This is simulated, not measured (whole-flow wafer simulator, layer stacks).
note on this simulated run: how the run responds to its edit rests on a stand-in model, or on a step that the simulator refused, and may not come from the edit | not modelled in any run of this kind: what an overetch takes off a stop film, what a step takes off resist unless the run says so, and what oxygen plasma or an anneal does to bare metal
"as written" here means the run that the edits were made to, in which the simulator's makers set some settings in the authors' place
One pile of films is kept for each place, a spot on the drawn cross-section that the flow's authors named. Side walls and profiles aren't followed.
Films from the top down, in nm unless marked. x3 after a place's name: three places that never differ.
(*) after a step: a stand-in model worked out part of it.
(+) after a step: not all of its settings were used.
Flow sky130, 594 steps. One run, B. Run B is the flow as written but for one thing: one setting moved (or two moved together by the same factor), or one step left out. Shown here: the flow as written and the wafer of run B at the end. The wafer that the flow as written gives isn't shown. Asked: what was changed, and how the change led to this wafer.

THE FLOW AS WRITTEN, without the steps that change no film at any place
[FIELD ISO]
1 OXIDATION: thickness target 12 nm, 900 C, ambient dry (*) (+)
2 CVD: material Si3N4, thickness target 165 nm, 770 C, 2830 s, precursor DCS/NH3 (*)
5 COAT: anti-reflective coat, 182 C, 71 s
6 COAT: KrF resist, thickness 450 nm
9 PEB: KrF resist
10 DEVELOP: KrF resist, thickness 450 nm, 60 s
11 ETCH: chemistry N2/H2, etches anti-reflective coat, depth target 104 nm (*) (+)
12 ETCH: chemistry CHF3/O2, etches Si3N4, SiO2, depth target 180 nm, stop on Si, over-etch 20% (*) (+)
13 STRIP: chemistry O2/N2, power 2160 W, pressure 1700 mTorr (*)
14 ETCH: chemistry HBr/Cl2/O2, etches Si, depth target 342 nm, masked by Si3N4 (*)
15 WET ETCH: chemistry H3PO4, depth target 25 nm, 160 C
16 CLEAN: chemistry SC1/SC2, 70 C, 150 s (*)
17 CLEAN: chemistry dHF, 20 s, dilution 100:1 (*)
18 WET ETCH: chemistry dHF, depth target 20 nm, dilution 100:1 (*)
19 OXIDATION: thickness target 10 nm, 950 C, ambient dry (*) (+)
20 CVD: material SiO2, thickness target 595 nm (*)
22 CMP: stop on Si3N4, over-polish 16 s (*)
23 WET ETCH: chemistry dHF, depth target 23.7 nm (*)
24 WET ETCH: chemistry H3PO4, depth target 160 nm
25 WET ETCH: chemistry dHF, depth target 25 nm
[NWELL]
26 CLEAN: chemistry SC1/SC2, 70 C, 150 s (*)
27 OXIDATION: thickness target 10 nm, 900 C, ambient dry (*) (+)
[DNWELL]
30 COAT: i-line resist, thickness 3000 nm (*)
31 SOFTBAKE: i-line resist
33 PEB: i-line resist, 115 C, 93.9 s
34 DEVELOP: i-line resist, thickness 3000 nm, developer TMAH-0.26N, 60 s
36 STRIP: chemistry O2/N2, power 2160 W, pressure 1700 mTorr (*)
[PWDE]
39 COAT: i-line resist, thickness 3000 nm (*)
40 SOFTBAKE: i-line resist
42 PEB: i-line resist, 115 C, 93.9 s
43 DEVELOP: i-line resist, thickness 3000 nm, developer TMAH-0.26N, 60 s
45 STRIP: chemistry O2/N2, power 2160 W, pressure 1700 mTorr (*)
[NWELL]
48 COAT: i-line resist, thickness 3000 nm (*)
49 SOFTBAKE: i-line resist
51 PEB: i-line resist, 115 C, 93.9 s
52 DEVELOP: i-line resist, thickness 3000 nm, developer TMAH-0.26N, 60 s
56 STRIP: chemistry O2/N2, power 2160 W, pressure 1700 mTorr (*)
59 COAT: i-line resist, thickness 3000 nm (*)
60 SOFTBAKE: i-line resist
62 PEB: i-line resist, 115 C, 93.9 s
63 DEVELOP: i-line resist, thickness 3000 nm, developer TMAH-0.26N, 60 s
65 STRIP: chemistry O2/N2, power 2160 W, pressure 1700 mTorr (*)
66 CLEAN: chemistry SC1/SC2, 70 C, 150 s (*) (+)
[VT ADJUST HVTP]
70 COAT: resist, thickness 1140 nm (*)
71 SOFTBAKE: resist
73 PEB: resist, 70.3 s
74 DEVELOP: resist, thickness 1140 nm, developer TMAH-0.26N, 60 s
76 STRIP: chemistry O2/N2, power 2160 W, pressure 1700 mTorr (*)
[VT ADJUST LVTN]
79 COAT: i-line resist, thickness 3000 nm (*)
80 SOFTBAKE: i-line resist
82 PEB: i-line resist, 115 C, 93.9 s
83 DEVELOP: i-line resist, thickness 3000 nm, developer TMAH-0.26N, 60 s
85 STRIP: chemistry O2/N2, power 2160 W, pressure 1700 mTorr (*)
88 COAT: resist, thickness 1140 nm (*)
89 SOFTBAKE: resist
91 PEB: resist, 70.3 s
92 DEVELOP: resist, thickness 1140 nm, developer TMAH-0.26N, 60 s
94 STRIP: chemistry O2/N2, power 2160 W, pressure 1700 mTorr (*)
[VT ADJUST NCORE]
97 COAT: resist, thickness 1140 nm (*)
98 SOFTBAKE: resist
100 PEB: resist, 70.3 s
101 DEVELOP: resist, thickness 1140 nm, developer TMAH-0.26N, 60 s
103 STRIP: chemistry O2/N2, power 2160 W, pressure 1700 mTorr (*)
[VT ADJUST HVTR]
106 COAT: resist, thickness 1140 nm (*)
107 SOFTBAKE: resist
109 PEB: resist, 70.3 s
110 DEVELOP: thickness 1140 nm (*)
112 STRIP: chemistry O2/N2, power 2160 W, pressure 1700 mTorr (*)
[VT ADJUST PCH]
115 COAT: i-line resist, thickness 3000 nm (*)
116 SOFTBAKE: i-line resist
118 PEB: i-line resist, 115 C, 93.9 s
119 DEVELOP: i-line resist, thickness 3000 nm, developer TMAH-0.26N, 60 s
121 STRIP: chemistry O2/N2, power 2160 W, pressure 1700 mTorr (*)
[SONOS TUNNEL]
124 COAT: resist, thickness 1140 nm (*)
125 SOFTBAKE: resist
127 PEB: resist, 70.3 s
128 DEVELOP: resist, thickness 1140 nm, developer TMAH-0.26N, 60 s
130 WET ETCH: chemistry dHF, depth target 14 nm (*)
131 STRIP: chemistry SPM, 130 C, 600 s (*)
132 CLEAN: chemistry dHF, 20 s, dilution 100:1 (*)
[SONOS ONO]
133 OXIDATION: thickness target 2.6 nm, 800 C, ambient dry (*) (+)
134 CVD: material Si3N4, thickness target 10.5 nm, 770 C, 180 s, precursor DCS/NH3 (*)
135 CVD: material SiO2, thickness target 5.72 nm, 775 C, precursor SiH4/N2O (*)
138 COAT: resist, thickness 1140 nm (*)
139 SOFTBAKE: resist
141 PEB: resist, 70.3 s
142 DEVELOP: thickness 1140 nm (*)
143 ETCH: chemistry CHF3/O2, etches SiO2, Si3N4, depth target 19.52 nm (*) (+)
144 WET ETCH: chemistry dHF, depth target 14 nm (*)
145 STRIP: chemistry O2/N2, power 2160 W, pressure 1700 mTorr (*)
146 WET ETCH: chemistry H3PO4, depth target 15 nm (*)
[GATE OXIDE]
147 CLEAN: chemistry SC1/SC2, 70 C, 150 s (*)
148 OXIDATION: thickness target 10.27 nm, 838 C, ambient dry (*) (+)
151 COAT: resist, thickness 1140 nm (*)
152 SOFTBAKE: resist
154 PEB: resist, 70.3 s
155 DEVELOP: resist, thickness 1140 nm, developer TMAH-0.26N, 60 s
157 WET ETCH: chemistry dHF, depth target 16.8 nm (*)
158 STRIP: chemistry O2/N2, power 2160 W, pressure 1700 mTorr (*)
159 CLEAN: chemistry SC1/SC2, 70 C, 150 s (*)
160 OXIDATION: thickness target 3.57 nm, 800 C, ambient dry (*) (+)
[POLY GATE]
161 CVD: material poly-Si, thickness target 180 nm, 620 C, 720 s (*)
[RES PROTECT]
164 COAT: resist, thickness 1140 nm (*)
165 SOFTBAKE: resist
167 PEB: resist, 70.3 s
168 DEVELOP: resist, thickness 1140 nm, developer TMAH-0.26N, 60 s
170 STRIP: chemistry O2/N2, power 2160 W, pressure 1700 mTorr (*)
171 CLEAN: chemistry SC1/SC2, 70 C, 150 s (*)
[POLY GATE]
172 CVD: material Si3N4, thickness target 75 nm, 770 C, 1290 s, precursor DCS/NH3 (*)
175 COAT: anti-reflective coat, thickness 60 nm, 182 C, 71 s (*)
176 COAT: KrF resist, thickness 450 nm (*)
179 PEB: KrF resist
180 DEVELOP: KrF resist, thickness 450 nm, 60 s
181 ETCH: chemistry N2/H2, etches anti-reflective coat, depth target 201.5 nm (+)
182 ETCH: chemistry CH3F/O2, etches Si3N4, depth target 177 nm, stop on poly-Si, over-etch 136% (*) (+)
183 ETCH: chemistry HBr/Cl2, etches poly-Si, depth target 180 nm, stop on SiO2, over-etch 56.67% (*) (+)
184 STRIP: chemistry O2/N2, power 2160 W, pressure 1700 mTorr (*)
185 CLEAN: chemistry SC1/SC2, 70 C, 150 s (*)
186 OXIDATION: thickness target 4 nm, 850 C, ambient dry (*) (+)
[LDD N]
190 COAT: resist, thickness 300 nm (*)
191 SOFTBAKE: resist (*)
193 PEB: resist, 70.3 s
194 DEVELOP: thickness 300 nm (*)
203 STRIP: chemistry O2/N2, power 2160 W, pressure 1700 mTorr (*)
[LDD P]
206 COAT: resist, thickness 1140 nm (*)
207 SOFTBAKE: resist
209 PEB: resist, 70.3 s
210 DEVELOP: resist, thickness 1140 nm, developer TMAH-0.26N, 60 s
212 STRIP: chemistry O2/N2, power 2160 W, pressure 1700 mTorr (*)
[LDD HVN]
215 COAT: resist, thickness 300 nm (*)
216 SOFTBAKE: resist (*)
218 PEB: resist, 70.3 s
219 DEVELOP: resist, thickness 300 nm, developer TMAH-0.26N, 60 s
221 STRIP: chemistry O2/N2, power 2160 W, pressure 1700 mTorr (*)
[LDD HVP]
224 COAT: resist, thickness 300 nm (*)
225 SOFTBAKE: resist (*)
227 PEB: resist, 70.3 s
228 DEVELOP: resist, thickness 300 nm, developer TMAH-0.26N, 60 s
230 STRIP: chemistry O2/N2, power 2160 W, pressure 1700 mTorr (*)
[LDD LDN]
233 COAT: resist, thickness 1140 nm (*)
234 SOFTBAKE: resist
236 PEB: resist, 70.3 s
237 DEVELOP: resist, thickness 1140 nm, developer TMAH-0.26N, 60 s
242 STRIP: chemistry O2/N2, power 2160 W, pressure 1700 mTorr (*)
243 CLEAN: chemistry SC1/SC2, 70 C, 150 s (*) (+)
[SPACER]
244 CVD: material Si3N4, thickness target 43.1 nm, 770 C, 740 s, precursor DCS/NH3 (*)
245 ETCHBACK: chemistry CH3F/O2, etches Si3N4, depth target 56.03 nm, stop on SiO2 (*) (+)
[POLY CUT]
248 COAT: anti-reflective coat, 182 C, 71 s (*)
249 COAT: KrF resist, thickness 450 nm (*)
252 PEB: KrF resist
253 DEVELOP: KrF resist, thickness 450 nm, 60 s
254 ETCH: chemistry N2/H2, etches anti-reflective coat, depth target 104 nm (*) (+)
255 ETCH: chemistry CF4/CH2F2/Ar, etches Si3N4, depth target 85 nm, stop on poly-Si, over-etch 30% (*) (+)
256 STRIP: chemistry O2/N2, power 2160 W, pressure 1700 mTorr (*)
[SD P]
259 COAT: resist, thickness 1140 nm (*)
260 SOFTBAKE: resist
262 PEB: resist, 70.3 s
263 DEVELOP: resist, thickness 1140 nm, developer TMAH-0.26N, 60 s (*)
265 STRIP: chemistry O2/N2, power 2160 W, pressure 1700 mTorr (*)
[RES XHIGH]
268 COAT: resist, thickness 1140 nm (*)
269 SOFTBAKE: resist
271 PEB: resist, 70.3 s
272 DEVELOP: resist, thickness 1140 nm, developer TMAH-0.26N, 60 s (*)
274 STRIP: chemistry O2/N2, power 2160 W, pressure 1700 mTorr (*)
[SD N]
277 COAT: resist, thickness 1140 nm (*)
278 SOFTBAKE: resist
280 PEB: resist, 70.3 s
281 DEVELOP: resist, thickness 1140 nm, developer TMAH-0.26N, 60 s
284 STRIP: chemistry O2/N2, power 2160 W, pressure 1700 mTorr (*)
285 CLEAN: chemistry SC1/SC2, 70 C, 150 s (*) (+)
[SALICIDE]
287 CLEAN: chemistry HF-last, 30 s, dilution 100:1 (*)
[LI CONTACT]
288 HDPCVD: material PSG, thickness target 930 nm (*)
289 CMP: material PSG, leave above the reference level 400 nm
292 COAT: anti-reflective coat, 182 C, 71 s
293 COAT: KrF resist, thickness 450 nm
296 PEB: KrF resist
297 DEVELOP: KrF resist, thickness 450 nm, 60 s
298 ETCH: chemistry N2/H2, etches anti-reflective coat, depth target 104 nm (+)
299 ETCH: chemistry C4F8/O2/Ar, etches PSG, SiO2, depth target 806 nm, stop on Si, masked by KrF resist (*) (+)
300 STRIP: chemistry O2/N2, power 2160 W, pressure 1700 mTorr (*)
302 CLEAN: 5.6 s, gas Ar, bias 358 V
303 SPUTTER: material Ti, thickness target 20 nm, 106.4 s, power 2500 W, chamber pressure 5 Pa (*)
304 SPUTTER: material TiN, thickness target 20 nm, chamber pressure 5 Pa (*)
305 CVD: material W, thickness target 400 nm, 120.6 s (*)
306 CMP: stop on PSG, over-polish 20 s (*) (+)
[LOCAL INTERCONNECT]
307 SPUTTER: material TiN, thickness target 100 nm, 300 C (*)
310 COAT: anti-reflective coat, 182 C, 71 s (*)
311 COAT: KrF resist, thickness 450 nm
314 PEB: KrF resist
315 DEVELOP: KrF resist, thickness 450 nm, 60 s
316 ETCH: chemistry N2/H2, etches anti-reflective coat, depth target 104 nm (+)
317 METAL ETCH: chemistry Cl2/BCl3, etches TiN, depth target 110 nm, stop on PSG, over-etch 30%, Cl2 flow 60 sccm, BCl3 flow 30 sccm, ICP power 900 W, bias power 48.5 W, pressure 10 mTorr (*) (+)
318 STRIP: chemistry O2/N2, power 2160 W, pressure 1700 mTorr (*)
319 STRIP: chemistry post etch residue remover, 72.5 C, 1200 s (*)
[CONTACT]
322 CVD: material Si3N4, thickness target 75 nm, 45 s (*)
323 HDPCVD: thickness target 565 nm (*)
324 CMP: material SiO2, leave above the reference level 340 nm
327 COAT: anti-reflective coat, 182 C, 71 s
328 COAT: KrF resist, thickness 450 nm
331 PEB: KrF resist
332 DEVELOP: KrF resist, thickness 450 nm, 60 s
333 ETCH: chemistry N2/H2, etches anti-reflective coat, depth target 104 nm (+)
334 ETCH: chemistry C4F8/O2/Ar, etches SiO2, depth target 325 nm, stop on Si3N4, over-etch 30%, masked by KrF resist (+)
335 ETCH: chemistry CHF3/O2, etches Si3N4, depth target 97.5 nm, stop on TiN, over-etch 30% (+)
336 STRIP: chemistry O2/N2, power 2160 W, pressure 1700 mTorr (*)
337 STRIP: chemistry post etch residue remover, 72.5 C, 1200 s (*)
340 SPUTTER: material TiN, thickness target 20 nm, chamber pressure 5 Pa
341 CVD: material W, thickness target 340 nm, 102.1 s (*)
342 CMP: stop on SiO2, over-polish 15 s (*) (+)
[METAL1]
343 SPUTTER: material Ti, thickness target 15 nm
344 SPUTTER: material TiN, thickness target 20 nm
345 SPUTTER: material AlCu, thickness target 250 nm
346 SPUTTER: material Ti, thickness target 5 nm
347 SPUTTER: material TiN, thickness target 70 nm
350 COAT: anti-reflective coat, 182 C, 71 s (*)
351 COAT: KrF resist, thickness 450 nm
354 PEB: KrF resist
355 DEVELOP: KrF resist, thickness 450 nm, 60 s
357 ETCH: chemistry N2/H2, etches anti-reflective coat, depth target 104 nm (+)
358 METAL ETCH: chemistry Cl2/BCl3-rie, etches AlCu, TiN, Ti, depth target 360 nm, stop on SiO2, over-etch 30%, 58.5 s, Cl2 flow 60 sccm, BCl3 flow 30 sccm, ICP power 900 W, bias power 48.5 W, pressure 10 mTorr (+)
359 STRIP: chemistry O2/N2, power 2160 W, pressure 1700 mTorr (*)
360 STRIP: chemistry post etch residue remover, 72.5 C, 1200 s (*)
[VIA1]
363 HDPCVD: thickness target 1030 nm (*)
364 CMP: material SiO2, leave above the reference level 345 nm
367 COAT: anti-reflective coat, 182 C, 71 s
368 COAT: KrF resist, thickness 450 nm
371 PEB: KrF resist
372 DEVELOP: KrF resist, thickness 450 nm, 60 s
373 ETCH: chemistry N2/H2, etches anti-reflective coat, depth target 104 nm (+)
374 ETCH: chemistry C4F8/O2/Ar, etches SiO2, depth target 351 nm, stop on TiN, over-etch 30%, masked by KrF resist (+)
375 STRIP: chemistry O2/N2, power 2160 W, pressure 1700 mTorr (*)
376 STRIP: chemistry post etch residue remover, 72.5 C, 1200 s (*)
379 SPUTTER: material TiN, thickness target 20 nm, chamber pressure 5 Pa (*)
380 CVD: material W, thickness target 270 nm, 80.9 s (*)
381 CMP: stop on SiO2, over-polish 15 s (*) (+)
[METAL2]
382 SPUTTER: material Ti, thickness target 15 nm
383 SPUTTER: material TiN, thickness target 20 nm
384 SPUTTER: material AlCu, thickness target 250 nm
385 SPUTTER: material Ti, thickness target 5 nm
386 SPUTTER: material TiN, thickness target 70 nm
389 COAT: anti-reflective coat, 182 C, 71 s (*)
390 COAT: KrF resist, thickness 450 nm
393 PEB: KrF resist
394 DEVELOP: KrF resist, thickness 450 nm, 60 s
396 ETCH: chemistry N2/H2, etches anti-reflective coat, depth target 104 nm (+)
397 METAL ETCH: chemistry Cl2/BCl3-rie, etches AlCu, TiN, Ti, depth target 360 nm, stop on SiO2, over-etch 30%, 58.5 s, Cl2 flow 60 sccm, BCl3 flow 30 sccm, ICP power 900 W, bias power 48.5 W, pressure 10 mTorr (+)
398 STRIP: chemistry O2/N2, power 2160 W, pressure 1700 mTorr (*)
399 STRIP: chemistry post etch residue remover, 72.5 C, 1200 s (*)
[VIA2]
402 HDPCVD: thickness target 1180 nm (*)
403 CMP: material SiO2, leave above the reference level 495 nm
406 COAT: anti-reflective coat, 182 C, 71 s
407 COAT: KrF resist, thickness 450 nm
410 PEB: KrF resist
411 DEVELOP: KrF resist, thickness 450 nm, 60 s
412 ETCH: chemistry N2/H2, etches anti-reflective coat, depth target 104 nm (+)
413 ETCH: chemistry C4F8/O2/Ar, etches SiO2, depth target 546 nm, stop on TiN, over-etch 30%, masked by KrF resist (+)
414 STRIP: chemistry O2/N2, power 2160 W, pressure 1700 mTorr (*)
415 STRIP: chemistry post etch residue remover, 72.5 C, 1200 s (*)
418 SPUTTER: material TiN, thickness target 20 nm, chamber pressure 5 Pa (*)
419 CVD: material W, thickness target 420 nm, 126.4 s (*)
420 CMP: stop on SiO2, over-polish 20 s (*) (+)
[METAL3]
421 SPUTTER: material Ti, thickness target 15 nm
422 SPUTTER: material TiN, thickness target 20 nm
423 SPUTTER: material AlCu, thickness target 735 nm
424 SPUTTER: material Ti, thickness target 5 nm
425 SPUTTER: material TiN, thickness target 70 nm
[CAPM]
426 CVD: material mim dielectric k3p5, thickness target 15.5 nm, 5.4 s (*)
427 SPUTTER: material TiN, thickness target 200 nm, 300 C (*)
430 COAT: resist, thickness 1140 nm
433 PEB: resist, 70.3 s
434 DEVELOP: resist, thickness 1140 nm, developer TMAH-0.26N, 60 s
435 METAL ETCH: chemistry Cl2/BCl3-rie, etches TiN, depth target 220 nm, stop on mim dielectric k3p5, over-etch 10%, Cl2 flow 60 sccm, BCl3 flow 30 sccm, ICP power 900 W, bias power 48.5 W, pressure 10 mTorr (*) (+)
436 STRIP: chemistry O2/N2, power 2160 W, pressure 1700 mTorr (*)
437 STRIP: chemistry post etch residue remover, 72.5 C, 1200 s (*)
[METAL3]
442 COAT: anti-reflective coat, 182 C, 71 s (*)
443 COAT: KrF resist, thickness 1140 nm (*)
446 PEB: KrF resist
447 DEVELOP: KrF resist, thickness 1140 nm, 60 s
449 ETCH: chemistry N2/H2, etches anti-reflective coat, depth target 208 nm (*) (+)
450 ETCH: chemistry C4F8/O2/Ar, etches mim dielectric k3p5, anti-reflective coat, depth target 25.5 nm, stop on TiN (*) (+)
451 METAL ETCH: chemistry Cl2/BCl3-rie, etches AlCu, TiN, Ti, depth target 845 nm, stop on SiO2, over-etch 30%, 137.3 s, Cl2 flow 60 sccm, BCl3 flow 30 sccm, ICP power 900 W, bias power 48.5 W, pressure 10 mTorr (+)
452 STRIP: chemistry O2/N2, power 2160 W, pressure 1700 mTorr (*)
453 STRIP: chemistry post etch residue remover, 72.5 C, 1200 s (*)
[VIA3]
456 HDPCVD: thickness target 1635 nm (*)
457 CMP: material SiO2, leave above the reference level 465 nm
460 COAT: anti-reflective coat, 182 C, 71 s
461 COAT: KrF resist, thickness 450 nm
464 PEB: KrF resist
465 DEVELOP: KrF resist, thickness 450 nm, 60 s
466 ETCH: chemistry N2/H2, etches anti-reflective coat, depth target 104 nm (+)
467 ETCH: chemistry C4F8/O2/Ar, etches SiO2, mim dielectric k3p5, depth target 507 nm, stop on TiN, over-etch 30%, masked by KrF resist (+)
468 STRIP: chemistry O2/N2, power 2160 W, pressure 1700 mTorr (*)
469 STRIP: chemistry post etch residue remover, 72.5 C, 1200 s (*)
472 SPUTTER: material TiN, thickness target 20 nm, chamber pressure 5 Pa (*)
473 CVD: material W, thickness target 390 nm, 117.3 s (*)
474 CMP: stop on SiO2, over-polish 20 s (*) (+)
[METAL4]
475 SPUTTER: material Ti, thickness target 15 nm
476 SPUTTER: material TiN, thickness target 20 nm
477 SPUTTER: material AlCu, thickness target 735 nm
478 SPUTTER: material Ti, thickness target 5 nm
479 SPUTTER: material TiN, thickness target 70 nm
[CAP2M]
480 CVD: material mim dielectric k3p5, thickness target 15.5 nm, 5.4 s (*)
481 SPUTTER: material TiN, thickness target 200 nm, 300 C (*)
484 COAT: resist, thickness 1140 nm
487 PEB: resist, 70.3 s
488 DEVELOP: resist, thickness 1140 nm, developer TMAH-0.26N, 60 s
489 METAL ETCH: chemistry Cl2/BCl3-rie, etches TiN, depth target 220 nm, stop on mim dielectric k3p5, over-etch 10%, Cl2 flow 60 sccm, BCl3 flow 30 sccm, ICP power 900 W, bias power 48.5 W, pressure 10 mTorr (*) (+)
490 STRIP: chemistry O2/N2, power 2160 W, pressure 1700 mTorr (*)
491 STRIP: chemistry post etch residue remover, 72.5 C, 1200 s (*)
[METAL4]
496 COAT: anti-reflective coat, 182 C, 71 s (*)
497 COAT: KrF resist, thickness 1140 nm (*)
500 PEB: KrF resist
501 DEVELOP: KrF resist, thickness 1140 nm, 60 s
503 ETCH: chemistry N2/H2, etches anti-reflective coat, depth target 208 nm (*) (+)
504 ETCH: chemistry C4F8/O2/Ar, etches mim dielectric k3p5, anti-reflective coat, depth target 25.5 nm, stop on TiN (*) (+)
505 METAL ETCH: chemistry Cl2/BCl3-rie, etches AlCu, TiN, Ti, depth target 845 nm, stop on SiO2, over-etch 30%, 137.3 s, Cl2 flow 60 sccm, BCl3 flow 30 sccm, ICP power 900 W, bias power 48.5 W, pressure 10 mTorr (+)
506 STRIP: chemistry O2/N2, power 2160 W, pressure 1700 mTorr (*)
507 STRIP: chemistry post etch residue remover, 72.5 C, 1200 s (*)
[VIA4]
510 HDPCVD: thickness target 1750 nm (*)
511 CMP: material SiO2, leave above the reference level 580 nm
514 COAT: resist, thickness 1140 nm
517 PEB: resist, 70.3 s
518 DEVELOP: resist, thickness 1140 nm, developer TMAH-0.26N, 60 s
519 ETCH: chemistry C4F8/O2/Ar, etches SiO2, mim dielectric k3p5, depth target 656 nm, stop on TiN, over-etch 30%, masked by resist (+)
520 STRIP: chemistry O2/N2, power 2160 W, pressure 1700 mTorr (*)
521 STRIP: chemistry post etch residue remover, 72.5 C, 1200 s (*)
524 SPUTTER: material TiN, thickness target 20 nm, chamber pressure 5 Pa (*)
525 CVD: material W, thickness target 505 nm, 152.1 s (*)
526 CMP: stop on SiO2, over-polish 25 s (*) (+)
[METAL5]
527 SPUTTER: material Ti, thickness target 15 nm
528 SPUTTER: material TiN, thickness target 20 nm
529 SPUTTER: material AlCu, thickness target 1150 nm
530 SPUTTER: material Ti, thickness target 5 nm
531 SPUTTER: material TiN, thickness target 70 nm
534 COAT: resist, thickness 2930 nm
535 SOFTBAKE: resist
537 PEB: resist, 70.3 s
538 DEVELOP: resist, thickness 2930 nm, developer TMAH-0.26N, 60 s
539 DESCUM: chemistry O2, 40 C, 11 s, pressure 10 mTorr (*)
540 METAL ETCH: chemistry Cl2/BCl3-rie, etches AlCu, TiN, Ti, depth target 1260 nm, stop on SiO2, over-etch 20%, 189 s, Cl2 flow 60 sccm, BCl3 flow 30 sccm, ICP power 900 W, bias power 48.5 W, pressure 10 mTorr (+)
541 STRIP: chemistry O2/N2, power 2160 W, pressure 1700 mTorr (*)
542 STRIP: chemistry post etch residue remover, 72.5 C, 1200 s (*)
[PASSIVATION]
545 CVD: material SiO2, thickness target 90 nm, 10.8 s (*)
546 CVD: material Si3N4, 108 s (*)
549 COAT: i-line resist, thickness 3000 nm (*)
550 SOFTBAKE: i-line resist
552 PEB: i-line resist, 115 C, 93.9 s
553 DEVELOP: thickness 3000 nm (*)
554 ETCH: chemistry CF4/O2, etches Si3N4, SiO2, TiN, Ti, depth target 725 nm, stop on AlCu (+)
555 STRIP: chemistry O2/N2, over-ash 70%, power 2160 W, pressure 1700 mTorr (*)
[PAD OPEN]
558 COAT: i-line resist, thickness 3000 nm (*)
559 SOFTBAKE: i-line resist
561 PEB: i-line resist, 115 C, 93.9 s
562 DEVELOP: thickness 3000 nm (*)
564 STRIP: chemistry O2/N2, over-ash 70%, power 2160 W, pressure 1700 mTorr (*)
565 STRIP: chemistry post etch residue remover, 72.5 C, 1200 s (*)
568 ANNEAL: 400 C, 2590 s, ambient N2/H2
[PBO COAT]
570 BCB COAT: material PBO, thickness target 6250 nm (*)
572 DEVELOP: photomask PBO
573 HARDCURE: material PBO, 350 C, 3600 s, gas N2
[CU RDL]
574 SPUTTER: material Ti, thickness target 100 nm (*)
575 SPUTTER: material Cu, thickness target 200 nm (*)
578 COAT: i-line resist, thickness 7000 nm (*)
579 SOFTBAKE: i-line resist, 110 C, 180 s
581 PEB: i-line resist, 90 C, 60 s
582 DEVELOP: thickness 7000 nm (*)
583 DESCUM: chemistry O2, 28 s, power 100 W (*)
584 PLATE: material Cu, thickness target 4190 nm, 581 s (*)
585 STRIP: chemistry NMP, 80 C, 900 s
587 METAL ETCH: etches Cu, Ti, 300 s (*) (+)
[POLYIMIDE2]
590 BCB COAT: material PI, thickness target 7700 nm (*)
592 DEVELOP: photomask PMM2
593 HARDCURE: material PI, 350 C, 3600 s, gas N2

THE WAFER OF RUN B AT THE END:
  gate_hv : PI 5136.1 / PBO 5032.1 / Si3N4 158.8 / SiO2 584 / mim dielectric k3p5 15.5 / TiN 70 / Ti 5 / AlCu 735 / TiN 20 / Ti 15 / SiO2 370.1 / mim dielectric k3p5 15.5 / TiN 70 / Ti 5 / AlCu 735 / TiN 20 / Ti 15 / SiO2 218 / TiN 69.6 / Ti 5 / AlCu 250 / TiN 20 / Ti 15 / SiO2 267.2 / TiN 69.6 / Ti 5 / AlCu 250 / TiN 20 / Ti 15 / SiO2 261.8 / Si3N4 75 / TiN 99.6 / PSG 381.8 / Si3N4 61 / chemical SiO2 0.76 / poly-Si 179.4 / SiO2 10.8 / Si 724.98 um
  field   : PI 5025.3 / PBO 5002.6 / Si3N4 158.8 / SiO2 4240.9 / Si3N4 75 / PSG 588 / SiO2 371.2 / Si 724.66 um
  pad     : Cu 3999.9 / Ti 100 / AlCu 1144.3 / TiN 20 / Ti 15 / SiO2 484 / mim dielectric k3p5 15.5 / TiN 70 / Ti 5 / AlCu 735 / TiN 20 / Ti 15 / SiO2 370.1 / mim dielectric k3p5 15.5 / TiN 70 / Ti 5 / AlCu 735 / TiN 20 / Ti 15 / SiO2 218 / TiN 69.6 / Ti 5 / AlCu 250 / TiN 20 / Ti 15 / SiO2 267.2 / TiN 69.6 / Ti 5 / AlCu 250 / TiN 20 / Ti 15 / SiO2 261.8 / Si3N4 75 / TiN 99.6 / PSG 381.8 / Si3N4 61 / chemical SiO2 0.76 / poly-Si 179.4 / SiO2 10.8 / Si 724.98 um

The cause: step 403, CMP: leave above the reference level 297 nm was run, where the flow has leave above the reference level 495 nm.

How the change led to this, step by step:
  403 CMP: material SiO2, leave above the reference level 495 nm
      n_well, p_well, gate_hv and 101 more: SiO2 -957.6 (as written it would be: SiO2 -759.6)
      field, active, gate and 82 more: SiO2 -587.1 (as written it would be: SiO2 -389.1)
      (and at 2 more places)
  413 ETCH: chemistry C4F8/O2/Ar, etches SiO2, depth target 546 nm, stop on TiN, over-etch 30%, masked by KrF resist (+)
      field, active, n_well and 186 more: KrF resist -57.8 (as written it would be: KrF resist -109.2)
      m1: SiO2 -222.3 (all of it) (as written it would be: SiO2 -420.3 (all of it))
      (and at 1 more place)
  414 STRIP: chemistry O2/N2, power 2160 W, pressure 1700 mTorr (*)
      field, active, n_well and 186 more: KrF resist -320 (all of it), anti-reflective coat -80 (all of it) (as written it would be: KrF resist -268.6 (all of it), anti-reflective coat -80 (all of it))
  418 SPUTTER: material TiN, thickness target 20 nm, chamber pressure 5 Pa (*)
      m1, via2_hole: TiN +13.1 (as written it would be: TiN +10.2)
  419 CVD: material W, thickness target 420 nm, 126.4 s (*)
      m1: W +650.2 (new film) (as written it would be: W +851.1 (new film))
      via2_hole: W +649.7 (new film) (as written it would be: W +850.7 (new film))
